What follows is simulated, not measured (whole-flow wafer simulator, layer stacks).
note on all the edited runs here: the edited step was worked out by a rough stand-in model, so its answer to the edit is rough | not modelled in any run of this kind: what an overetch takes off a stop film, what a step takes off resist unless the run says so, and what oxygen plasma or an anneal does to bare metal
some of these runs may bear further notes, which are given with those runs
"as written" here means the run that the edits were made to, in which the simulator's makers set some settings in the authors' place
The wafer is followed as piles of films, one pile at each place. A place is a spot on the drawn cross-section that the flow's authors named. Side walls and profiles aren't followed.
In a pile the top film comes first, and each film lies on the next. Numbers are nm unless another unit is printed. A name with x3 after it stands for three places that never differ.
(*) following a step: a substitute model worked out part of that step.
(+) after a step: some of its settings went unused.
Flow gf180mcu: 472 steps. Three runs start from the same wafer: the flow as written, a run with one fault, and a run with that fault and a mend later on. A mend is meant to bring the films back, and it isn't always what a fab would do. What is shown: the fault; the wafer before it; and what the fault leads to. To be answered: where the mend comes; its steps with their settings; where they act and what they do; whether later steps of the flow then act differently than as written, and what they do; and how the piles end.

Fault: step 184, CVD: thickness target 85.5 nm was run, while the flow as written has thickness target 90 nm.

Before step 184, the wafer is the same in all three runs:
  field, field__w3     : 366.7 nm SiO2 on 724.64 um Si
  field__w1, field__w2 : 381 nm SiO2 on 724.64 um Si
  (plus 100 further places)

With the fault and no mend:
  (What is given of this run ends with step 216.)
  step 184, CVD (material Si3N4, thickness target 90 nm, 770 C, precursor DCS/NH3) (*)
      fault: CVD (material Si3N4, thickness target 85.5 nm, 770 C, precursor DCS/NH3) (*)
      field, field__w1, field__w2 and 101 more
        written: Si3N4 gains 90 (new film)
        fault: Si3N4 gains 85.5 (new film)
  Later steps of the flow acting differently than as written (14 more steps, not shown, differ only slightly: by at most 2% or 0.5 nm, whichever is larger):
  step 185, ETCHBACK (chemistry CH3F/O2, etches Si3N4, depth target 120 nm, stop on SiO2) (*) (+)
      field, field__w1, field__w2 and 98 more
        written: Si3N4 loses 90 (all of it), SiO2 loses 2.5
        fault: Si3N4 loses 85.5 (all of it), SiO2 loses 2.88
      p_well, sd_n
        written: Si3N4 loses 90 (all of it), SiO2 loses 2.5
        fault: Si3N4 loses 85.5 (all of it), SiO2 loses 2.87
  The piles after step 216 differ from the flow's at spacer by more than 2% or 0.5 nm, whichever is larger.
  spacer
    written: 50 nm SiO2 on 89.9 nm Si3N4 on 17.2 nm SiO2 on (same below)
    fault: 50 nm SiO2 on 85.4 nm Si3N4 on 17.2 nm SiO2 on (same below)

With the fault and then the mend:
  After step 184 comes the mend.
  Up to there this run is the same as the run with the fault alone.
  step 184a, CVD (material Si3N4, thickness target 4.5 nm, 770 C, precursor DCS/NH3) (*) (a further turn of the flow's step 184, with different settings)
      field, field__w1, field__w2 and 101 more
        Si3N4 gains 4.5
  Later steps of the flow that are run all act as written at every place that is followed, up to a difference of at most 2% or 0.5 nm, whichever is larger.
  The piles end the same as the flow's at every place that both follow.
